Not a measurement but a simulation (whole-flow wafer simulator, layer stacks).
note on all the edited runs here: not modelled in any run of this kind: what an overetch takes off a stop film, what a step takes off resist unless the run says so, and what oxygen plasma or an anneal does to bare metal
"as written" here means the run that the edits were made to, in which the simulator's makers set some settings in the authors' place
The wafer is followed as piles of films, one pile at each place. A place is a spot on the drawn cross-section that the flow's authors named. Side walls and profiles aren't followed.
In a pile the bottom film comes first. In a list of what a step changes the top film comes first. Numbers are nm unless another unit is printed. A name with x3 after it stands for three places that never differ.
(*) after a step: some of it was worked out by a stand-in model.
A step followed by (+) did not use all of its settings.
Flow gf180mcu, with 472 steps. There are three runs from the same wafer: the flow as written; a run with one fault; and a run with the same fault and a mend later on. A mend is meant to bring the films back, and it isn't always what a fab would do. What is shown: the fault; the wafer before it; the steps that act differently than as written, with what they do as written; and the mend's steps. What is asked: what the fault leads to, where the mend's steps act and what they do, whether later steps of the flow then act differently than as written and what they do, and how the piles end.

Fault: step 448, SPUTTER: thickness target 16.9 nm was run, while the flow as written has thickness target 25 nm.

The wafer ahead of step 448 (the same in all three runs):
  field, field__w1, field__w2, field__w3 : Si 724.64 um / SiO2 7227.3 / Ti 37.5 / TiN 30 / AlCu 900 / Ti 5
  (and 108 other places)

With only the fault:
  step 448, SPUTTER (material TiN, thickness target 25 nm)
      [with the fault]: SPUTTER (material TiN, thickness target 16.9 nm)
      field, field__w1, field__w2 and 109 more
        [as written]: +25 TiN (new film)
        [with the fault]: +16.9 TiN (new film)
  Steps further on in the flow that do not act as written (5 other steps are not shown; they differ only slightly, by no more than 2% or 0.5 nm, whichever is larger):
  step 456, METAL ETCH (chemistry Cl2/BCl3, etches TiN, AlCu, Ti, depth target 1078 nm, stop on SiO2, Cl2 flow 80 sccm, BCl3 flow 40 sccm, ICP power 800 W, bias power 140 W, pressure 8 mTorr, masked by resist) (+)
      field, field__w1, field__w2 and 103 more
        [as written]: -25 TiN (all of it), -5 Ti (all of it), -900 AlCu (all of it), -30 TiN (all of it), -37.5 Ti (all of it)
        [with the fault]: -16.9 TiN (all of it), -5 Ti (all of it), -900 AlCu (all of it), -30 TiN (all of it), -37.5 Ti (all of it)
  At field__w8, contact, m1, m1__w1, pad, m1_nw, the piles at the end differ from the flow's by more than 2% or 0.5 nm, whichever is larger.
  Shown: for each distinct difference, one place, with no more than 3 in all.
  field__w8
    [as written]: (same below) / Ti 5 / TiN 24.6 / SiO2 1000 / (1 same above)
    [with the fault]: (same below) / Ti 5 / TiN 16.5 / SiO2 1000 / (1 same above)
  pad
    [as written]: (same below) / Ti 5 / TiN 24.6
    [with the fault]: (same below) / Ti 5 / TiN 16.5

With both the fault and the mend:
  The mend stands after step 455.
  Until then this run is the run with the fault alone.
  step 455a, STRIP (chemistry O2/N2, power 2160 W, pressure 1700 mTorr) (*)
      field__w8, contact, m1, m1__w1, pad, m1_nw
        -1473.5 resist (all of it)
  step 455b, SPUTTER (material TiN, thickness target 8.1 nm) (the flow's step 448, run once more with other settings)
      field, field__w1, field__w2 and 109 more
        +8.1 TiN
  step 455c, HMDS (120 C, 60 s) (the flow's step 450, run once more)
      leaves every film unchanged at each place that is followed
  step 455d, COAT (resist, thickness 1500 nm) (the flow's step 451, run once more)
      field, field__w1, field__w2 and 109 more
        +1500 resist (new film)
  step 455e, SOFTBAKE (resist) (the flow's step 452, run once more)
      leaves every film unchanged at each place that is followed
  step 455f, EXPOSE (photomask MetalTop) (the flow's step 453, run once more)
      leaves every film unchanged at each place that is followed
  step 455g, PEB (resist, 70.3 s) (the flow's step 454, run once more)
      field, field__w1, field__w2 and 109 more
        -26.5 resist
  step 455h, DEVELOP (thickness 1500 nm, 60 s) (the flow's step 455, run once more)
      field, field__w1, field__w2 and 103 more
        -1473.5 resist (all of it)
  Later steps of the flow that are run all act as written at every place that is followed.
  At every place that both follow, the piles at the end match the flow's.
